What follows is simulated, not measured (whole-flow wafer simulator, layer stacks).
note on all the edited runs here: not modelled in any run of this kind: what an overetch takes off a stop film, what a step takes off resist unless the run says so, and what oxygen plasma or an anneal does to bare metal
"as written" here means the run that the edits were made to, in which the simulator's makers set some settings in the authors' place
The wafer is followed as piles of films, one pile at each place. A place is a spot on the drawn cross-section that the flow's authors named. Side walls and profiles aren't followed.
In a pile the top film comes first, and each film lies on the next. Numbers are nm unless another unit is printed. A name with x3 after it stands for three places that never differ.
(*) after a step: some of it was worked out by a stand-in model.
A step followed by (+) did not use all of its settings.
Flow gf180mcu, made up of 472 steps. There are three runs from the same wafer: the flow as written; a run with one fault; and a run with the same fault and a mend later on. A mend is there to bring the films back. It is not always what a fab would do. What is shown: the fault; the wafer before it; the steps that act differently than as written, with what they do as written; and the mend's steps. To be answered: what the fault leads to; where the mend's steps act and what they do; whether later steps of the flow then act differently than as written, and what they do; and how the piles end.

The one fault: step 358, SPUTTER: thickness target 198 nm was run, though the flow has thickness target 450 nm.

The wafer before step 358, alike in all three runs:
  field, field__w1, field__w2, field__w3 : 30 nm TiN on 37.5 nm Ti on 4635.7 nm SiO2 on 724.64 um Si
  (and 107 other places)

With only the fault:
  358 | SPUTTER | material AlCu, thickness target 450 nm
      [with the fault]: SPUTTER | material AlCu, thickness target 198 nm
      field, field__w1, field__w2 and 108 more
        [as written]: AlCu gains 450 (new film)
        [with the fault]: AlCu gains 198 (new film)
  Later steps of the flow acting differently than as written:
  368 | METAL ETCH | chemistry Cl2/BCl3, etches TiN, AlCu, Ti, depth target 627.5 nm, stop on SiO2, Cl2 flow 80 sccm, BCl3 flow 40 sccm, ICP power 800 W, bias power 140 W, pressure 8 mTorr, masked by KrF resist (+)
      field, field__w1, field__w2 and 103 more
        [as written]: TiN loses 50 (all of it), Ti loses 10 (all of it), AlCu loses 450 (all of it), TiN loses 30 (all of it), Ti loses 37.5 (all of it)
        [with the fault]: TiN loses 50 (all of it), Ti loses 10 (all of it), AlCu loses 198 (all of it), TiN loses 30 (all of it), Ti loses 37.5 (all of it)
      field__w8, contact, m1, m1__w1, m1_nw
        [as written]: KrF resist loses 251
        [with the fault]: KrF resist loses 195.3
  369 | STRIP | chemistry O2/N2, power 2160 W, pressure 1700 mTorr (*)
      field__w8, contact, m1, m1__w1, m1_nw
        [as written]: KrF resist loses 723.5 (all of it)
        [with the fault]: KrF resist loses 779.2 (all of it)
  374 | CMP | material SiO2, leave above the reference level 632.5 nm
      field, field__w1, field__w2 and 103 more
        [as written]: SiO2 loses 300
        [with the fault]: SiO2 loses 552
  The piles end different from the flow's at field, field__w1, field__w2 and 109 more by more than 2% or 0.5 nm, whichever is larger.
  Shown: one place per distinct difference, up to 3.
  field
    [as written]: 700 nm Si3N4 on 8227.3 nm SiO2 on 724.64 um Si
    [with the fault]: 700 nm Si3N4 on 7975.3 nm SiO2 on 724.64 um Si
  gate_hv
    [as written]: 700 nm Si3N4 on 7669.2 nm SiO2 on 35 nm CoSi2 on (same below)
    [with the fault]: 700 nm Si3N4 on 7417.2 nm SiO2 on 35 nm CoSi2 on (same below)
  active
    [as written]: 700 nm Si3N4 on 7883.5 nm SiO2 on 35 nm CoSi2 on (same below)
    [with the fault]: 700 nm Si3N4 on 7631.5 nm SiO2 on 35 nm CoSi2 on (same below)

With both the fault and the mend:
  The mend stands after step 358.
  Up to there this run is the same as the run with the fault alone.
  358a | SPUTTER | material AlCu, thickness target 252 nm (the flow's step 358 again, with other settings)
      field, field__w1, field__w2 and 108 more
        AlCu gains 252
  Every later step of the flow that is run acts as written at every place that is followed.
  By the end, the piles equal the flow's at every place that both follow.
